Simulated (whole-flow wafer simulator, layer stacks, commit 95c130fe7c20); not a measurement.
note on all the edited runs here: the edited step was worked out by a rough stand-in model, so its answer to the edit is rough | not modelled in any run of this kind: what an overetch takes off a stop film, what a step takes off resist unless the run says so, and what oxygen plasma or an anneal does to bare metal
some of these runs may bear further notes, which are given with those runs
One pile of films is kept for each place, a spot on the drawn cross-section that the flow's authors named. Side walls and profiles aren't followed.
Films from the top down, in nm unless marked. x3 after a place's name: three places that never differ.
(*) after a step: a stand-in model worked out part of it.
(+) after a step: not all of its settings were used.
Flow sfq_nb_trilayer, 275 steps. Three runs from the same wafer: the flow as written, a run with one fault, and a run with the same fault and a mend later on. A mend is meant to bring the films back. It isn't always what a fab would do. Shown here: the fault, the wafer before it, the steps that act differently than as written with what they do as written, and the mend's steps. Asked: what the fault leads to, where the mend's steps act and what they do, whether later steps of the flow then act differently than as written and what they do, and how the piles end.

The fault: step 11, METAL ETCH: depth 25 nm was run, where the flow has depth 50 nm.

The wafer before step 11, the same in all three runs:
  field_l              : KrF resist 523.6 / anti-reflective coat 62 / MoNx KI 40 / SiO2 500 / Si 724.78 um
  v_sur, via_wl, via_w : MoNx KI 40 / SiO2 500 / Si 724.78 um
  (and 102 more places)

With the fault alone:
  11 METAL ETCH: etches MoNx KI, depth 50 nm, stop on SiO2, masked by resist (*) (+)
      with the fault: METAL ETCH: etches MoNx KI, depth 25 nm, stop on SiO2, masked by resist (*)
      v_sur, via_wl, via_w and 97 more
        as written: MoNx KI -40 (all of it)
        with the fault: MoNx KI -25
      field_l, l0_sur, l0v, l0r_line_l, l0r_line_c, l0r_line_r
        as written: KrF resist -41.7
        with the fault: KrF resist -20.8
  Later steps of the flow that act differently than as written (8 more steps differ only slightly, by at most 2% or 0.5 nm, whichever is larger, and aren't shown):
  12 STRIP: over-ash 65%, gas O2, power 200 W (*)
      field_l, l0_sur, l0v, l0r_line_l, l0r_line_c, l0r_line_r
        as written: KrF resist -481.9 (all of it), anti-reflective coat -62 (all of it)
        with the fault: KrF resist -502.7 (all of it), anti-reflective coat -62 (all of it)
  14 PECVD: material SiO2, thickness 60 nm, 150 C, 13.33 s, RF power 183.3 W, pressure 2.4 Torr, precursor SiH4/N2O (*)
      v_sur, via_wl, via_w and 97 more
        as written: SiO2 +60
        with the fault: SiO2 +60 (new film)
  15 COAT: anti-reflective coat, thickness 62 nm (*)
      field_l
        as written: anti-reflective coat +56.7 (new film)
        with the fault: anti-reflective coat +58.5 (new film)
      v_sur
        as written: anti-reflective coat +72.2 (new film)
        with the fault: anti-reflective coat +68.5 (new film)
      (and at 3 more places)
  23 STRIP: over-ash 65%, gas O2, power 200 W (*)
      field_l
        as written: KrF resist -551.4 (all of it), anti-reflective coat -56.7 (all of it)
        with the fault: KrF resist -554.6 (all of it), anti-reflective coat -58.5 (all of it)
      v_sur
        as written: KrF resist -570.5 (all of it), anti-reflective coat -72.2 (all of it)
        with the fault: KrF resist -566.2 (all of it), anti-reflective coat -68.5 (all of it)
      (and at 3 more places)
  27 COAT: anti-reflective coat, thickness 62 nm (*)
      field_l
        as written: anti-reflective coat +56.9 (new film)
        with the fault: anti-reflective coat +58.6 (new film)
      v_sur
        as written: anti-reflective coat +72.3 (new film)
        with the fault: anti-reflective coat +68.4 (new film)
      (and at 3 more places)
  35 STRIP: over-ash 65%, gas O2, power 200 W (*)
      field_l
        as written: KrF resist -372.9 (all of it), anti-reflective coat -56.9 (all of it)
        with the fault: KrF resist -376.4 (all of it), anti-reflective coat -58.6 (all of it)
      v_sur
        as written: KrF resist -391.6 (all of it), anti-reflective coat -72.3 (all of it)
        with the fault: KrF resist -388.1 (all of it), anti-reflective coat -68.4 (all of it)
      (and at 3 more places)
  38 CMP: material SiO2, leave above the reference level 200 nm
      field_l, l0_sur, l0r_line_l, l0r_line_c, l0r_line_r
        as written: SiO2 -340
        with the fault: SiO2 -325
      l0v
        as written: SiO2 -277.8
        with the fault: SiO2 -262.8
  At the end the piles differ from the flow's by more than 2% or 0.5 nm, whichever is larger, at v_sur, via_wl, via_w and 97 more.
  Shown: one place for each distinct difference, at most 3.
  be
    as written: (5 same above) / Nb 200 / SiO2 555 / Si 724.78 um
    with the fault: (5 same above) / Nb 200 / SiO2 55 / MoNx KI 15 / SiO2 500 / Si 724.78 um
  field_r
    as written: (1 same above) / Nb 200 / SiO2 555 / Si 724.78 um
    with the fault: (1 same above) / Nb 200 / SiO2 55 / MoNx KI 15 / SiO2 500 / Si 724.78 um
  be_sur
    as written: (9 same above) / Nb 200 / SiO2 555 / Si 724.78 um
    with the fault: (9 same above) / Nb 200 / SiO2 55 / MoNx KI 15 / SiO2 500 / Si 724.78 um

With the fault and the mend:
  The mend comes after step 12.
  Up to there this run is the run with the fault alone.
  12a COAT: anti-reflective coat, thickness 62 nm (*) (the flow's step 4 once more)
      p4_fl x3, p4_w1 x9, p4_g1 x2 and 59 more
        anti-reflective coat +62 (new film)
      wire, be, be_sur and 13 more
        anti-reflective coat +63.1 (new film)
      via_wr, via_sp, lsp_m
        anti-reflective coat +63.3 (new film)
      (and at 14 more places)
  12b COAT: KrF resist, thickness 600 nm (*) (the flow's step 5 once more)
      p4_fl x3, p4_w1 x9, p4_g1 x2 and 59 more
        KrF resist +600 (new film)
      gap, jj_sur, ce_l and 6 more
        KrF resist +604.2 (new film)
      be_sur, r_end, moat
        KrF resist +604.3 (new film)
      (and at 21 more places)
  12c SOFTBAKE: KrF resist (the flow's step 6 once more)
      changes no film at any place that is followed
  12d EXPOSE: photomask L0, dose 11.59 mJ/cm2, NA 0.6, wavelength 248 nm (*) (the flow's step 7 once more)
      changes no film at any place that is followed
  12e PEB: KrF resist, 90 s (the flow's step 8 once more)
      p4_fl x3, p4_w1 x9, p4_g1 x2 and 62 more
        KrF resist -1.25
      via_sp, via_v, wire and 17 more
        KrF resist -1.26
      v_sur, via_wl, via_w, via_wr, ln_m6, lsp_r
        KrF resist -1.27
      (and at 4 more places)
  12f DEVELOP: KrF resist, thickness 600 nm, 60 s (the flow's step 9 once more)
      p4_fl x3, p4_w1 x9, p4_g1 x2 and 59 more
        KrF resist -598.7 (all of it)
      jj_sur, ce_l, c5j, ce_r, sp_r, be_r, r_sur
        KrF resist -602.9 (all of it)
      field_l, l0_sur, l0v, l0r_line_l, l0r_line_c, l0r_line_r
        KrF resist -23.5
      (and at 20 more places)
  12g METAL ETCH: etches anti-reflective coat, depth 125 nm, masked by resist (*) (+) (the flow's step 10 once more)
      p4_fl x3, p4_w1 x9, p4_g1 x2 and 59 more
        anti-reflective coat -62 (all of it)
      wire, be, be_sur and 13 more
        anti-reflective coat -63.1 (all of it)
      field_l, l0_sur, l0v, l0r_line_l, l0r_line_c, l0r_line_r
        KrF resist -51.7
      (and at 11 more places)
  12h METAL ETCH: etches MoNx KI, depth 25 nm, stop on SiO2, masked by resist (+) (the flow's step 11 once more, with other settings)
      v_sur, via_wl, via_w and 97 more
        MoNx KI -15 (all of it)
      field_l, l0_sur, l0v
        KrF resist -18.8
      l0r_line_l, l0r_line_c, l0r_line_r
        KrF resist -18.7
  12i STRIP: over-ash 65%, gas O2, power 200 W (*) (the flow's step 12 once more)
      l0r_line_l, l0r_line_c, l0r_line_r
        KrF resist -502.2 (all of it), anti-reflective coat -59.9 (all of it)
      field_l
        KrF resist -499 (all of it), anti-reflective coat -58.3 (all of it)
      l0_sur
        KrF resist -500.2 (all of it), anti-reflective coat -56.5 (all of it)
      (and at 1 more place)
  No later step of the flow acts differently than as written at any place that is followed.
  At the end the piles are the same as the flow's at every place that both follow.
